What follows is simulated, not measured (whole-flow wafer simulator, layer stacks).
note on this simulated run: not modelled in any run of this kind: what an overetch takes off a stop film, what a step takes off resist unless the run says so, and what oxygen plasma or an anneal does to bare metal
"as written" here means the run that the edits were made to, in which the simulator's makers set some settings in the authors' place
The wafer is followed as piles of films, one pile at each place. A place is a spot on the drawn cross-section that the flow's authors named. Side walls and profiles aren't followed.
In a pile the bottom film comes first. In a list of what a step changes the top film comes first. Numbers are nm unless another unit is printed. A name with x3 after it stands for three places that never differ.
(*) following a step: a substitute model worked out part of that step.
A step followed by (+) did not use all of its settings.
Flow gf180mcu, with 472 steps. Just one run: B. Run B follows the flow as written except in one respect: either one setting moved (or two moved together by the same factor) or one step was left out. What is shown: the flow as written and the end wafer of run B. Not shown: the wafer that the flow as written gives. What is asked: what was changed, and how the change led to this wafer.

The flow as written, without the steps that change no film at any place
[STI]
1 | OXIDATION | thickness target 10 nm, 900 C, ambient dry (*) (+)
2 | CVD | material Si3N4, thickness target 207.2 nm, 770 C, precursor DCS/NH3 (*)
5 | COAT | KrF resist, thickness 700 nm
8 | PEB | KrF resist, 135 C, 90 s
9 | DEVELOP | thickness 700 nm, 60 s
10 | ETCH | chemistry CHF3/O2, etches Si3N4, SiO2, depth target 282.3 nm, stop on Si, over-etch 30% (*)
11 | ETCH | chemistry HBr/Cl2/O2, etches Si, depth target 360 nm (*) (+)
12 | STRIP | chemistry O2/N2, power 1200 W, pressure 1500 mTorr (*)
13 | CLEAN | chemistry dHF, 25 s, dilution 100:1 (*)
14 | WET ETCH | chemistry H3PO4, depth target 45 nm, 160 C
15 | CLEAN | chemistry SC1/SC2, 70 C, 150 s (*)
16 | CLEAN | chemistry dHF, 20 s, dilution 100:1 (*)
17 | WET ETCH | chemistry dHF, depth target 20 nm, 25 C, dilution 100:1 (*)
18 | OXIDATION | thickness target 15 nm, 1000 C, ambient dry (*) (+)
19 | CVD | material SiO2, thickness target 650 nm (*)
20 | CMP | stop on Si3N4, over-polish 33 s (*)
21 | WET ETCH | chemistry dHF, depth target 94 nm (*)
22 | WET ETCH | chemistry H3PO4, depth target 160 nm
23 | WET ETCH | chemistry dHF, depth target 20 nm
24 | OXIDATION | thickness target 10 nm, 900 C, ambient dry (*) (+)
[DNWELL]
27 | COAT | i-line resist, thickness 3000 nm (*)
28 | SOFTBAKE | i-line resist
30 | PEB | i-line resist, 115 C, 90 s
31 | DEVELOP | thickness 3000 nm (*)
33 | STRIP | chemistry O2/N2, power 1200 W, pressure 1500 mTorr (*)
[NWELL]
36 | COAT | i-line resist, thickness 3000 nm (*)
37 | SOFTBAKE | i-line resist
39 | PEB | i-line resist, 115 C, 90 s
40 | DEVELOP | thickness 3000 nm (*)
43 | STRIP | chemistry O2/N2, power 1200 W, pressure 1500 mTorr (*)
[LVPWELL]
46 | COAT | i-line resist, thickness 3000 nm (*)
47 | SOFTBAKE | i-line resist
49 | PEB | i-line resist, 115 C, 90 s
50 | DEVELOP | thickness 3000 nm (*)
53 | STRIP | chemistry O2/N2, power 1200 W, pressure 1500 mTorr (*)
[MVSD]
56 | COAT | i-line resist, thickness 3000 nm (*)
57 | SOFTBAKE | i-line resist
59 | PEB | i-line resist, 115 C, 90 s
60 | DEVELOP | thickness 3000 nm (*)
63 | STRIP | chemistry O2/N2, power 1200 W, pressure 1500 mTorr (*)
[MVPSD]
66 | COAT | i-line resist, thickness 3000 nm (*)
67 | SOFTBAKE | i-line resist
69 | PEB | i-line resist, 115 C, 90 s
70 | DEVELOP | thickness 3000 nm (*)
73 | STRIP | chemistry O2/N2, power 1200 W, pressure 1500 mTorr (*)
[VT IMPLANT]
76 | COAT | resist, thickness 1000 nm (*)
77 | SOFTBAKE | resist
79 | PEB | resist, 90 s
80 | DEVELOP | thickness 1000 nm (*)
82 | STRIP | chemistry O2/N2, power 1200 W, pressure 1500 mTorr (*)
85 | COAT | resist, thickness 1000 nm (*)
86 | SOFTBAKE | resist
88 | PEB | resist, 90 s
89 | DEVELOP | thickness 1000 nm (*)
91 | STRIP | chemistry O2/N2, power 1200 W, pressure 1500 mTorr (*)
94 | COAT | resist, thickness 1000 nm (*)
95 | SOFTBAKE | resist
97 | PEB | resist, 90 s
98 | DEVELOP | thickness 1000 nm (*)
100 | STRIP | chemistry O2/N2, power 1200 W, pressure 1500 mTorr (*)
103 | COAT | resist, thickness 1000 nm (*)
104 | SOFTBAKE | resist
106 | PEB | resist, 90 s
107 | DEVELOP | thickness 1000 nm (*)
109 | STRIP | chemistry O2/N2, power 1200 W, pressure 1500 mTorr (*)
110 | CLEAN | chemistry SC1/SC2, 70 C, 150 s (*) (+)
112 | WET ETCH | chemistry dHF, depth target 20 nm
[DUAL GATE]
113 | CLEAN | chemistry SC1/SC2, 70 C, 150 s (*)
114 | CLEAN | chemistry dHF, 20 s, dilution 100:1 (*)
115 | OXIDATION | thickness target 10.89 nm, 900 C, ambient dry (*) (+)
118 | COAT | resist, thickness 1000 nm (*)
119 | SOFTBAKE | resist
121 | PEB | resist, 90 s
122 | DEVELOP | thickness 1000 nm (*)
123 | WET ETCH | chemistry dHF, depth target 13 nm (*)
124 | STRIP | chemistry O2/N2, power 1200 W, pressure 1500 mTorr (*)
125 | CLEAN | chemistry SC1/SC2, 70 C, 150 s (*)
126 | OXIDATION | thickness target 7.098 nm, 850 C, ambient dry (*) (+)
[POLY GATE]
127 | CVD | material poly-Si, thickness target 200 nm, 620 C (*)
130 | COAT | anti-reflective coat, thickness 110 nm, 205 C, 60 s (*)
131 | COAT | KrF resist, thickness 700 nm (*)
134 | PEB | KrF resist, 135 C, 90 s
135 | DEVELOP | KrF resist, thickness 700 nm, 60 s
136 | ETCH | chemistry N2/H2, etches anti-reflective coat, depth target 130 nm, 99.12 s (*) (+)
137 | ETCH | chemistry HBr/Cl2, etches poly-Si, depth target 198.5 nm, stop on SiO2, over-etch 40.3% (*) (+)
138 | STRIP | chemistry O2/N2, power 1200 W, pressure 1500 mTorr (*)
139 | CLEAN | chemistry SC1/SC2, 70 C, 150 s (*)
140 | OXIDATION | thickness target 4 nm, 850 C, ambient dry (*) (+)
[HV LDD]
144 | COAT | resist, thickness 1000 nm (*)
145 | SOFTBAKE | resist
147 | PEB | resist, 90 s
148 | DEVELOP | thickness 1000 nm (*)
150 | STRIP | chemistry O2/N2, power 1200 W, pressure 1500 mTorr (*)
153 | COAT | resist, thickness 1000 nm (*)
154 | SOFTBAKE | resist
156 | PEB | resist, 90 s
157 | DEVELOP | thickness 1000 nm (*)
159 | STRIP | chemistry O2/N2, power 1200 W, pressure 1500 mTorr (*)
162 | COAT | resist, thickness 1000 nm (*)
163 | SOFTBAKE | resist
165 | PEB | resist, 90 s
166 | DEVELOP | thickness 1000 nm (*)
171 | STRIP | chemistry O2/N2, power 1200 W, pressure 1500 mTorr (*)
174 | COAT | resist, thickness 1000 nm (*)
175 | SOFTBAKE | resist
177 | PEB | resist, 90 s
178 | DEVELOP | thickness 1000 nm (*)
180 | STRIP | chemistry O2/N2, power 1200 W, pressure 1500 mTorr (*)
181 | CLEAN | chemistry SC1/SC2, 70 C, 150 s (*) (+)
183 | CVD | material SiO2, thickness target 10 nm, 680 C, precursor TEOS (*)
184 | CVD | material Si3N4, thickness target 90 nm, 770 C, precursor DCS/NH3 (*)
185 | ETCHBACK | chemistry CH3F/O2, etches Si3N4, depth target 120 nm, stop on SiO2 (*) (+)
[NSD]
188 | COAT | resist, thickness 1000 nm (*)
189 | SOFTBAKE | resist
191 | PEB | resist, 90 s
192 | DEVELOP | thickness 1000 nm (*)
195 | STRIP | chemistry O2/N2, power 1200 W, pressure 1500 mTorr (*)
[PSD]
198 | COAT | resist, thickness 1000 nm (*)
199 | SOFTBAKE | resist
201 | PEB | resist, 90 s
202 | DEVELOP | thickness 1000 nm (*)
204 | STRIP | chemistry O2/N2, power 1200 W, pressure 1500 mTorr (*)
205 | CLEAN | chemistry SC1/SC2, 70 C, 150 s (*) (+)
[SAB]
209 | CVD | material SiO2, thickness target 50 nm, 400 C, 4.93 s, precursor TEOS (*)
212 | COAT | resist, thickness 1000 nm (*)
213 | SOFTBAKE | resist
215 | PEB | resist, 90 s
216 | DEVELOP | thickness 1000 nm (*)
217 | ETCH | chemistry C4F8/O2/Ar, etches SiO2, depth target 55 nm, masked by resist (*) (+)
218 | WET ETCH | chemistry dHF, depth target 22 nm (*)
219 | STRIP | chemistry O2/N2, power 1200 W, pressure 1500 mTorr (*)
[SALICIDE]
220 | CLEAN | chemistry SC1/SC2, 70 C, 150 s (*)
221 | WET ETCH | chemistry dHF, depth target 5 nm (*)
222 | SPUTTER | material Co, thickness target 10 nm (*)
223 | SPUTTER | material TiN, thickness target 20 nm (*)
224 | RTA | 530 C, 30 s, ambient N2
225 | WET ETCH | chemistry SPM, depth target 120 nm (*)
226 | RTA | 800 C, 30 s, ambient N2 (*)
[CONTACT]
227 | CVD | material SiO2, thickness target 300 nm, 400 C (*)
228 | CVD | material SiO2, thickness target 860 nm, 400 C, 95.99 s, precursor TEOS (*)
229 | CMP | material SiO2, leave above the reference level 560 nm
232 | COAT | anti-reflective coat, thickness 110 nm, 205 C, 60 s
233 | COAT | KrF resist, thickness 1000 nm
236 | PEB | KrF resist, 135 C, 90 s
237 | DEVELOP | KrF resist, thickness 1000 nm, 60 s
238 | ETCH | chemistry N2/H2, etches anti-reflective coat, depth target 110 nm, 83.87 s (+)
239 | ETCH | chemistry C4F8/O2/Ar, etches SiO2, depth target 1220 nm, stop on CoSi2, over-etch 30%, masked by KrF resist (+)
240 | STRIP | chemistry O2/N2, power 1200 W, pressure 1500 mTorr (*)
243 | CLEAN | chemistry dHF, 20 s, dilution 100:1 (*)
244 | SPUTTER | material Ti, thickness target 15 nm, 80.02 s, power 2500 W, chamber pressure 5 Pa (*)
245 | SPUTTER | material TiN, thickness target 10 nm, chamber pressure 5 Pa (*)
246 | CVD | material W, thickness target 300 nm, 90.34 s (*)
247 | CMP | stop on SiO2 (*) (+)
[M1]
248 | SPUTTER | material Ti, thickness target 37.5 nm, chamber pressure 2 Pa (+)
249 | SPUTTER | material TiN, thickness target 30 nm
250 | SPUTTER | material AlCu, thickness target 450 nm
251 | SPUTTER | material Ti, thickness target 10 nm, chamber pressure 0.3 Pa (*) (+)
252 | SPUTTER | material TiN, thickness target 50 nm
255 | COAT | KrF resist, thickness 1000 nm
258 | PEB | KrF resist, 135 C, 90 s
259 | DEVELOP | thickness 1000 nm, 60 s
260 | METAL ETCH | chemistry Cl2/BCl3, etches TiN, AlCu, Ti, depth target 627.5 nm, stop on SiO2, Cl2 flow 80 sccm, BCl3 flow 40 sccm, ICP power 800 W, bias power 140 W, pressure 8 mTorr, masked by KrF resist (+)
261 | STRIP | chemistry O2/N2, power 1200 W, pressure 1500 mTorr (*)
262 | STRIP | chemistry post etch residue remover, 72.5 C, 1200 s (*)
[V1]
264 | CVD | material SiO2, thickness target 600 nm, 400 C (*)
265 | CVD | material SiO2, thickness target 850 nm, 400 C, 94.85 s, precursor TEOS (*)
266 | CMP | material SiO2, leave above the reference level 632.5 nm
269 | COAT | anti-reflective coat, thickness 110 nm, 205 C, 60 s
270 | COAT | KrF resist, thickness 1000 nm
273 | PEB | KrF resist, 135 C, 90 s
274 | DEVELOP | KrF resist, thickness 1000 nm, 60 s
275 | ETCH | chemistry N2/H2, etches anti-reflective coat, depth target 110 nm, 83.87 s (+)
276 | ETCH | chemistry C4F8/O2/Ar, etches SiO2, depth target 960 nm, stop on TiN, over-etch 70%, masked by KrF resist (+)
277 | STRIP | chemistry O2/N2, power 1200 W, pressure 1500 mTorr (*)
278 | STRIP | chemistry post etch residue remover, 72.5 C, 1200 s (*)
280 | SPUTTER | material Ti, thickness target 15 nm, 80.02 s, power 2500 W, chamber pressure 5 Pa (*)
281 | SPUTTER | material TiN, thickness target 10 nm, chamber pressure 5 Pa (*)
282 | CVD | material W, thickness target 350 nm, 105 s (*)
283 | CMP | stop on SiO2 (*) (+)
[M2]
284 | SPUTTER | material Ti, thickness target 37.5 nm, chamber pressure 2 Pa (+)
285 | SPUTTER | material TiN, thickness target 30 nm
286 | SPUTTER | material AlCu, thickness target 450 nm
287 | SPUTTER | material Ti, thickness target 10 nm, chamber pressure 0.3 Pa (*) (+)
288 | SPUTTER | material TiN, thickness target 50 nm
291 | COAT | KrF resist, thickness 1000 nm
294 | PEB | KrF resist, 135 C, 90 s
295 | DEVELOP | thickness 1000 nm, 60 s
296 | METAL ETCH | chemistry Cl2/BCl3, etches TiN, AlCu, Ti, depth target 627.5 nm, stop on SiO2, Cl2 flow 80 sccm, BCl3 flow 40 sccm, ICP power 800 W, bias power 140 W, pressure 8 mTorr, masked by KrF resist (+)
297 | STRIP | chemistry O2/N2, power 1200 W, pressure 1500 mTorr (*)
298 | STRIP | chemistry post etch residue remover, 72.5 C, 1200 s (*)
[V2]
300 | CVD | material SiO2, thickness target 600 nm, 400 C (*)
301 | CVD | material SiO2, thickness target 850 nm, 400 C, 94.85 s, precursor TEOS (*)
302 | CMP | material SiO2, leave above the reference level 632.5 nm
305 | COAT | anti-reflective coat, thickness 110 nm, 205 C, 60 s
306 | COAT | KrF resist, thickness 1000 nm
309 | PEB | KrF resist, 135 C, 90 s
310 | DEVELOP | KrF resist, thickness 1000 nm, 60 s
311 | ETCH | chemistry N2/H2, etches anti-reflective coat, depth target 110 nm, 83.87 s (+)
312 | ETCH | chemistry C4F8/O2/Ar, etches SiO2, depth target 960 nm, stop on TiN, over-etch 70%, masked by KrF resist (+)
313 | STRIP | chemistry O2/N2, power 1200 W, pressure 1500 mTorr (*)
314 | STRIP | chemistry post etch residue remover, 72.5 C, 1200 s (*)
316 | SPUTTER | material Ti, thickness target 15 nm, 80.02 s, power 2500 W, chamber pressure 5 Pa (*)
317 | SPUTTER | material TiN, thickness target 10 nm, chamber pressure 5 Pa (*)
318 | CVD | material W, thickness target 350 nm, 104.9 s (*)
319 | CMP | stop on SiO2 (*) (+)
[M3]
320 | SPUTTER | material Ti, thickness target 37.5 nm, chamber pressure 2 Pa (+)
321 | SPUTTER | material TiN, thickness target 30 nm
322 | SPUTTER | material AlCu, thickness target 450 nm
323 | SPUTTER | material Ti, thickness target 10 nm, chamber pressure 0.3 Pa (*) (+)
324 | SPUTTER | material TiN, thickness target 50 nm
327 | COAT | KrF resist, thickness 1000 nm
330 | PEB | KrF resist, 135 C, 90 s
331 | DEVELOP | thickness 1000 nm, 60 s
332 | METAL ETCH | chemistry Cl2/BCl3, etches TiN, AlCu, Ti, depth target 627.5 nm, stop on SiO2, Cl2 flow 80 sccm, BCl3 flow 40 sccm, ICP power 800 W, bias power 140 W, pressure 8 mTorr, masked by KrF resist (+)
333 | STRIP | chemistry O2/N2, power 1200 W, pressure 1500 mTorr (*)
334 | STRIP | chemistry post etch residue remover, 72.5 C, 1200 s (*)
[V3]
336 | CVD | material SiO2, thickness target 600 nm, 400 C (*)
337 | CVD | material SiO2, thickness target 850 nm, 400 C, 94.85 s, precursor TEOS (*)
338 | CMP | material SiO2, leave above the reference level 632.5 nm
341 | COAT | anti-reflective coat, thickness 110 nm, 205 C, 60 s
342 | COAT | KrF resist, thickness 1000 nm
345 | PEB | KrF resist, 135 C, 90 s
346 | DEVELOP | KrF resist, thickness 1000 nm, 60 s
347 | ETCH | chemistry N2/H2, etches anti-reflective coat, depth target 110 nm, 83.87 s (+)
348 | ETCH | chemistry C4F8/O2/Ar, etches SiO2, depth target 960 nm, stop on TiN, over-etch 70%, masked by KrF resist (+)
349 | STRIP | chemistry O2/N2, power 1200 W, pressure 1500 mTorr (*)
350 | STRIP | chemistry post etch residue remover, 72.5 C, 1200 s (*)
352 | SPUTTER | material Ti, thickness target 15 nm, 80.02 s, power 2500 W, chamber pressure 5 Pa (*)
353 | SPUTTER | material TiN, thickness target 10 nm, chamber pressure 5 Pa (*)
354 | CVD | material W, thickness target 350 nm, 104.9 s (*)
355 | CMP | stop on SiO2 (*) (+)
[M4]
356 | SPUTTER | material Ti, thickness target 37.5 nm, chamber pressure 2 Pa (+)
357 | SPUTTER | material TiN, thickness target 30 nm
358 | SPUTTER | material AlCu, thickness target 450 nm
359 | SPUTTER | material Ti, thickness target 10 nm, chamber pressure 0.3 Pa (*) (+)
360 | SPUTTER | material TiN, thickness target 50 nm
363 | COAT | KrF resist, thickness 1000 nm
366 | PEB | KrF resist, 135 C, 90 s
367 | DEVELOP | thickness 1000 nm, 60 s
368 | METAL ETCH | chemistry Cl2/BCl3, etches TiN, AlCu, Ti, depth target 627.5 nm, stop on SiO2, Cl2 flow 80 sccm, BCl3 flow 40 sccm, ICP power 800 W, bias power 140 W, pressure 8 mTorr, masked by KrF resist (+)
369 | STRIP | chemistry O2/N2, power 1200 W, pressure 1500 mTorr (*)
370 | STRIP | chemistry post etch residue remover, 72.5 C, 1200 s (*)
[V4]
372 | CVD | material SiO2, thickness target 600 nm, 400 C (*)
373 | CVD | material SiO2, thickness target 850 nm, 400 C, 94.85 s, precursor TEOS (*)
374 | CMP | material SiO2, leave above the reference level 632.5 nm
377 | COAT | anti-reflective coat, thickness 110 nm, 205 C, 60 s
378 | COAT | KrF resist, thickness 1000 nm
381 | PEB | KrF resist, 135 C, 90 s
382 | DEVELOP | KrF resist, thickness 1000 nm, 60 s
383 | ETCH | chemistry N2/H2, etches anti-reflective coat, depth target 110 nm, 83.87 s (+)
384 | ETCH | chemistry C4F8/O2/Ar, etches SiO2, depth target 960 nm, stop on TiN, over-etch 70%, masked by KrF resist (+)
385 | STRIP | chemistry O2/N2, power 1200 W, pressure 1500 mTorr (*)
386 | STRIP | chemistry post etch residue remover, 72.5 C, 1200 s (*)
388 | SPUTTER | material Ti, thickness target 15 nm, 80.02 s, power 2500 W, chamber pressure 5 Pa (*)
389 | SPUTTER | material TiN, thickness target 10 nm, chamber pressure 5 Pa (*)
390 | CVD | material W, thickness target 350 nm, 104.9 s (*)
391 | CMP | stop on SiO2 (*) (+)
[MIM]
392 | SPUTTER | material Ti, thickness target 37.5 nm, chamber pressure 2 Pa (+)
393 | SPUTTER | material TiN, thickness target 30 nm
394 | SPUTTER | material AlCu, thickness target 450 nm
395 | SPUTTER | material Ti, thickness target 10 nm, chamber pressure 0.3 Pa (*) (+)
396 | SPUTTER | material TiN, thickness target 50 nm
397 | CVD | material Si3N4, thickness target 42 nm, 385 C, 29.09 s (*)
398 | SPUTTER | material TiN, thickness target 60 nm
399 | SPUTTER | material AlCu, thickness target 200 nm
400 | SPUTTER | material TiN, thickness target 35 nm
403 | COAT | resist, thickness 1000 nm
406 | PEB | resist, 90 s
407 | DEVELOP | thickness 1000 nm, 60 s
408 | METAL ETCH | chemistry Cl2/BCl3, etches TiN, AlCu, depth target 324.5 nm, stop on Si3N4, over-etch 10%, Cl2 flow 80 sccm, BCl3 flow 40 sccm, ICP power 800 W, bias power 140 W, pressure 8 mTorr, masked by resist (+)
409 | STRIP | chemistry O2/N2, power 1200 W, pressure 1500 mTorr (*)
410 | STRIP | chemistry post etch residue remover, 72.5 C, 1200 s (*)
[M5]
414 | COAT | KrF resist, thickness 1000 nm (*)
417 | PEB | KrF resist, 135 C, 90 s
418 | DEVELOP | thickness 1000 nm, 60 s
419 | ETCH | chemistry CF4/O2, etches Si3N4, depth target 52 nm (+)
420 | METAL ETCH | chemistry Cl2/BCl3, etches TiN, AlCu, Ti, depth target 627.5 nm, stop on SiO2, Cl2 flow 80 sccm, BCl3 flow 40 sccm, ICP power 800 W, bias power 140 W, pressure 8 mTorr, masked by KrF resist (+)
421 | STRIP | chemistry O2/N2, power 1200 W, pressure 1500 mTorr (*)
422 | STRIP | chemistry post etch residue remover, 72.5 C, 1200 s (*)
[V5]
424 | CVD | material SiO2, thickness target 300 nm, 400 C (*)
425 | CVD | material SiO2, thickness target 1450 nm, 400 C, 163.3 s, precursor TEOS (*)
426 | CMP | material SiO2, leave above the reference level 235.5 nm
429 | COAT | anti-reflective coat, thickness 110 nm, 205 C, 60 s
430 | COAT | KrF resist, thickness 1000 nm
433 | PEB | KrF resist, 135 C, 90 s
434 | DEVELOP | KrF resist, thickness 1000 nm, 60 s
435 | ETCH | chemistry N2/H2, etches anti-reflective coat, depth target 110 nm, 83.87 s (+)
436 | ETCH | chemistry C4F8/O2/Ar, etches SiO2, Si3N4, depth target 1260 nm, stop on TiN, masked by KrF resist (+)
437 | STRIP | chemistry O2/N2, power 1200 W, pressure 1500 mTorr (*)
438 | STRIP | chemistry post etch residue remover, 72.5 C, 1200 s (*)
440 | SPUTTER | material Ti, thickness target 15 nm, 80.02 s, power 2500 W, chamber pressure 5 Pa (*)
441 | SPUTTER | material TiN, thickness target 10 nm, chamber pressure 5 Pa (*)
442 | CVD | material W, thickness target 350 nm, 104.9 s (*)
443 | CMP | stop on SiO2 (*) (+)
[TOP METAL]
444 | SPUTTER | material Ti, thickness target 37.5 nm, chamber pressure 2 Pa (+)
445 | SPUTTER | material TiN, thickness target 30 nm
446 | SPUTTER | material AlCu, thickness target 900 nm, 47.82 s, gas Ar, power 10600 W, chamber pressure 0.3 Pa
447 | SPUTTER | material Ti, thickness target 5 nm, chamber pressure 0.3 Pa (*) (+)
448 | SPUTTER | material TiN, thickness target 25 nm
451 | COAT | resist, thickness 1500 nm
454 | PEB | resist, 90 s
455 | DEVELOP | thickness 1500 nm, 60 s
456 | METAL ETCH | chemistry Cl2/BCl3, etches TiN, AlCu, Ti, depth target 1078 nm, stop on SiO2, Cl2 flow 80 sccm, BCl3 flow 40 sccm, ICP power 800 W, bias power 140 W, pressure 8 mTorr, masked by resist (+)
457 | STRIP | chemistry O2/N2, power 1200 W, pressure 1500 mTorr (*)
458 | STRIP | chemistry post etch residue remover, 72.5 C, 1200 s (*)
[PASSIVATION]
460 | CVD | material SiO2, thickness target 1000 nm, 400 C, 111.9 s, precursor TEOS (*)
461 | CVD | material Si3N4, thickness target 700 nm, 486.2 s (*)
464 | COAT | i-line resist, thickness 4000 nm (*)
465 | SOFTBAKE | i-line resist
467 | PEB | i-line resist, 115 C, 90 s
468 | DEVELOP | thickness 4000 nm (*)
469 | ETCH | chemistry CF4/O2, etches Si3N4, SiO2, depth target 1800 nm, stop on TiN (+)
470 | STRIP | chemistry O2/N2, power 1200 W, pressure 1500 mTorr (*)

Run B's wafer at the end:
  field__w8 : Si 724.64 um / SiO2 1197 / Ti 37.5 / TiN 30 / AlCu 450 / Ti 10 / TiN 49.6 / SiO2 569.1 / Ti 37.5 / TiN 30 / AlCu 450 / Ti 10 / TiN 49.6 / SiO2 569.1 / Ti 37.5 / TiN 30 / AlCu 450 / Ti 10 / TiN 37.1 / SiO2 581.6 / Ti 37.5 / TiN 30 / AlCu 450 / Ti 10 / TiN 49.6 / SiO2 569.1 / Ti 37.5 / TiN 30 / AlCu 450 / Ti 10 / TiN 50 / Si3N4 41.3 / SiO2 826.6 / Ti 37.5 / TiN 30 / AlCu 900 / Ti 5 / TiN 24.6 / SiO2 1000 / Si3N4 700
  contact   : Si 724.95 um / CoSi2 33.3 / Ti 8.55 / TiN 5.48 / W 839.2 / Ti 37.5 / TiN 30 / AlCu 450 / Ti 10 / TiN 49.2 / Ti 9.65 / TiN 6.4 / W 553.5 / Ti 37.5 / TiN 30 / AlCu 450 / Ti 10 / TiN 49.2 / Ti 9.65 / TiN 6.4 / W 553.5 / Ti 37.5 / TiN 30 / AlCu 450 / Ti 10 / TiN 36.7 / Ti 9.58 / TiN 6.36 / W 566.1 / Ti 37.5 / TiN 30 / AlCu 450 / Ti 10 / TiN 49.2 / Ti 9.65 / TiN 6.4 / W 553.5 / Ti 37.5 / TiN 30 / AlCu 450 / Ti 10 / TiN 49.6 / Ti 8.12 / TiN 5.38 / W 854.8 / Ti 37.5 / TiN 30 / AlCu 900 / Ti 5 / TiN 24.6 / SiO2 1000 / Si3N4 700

The reason: step 324, SPUTTER: thickness target 37.5 nm was run, whereas the flow has thickness target 50 nm.

The path from the change to this, step by step:
  324 | SPUTTER | material TiN, thickness target 50 nm
      field, field__w1, field__w2 and 108 more: +37.5 TiN (new film) (it would be, as written: +50 TiN (new film))
  332 | METAL ETCH | chemistry Cl2/BCl3, etches TiN, AlCu, Ti, depth target 627.5 nm, stop on SiO2, Cl2 flow 80 sccm, BCl3 flow 40 sccm, ICP power 800 W, bias power 140 W, pressure 8 mTorr, masked by KrF resist (+)
      field, field__w1, field__w2 and 103 more: -37.5 TiN (all of it), -10 Ti (all of it), -450 AlCu (all of it), -30 TiN (all of it), -37.5 Ti (all of it) (it would be, as written: -50 TiN (all of it), -10 Ti (all of it), -450 AlCu (all of it), -30 TiN (all of it), -37.5 Ti (all of it))
  348 | ETCH | chemistry C4F8/O2/Ar, etches SiO2, depth target 960 nm, stop on TiN, over-etch 70%, masked by KrF resist (+)
      contact: -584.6 SiO2 (all of it) (it would be, as written: -572.1 SiO2 (all of it))
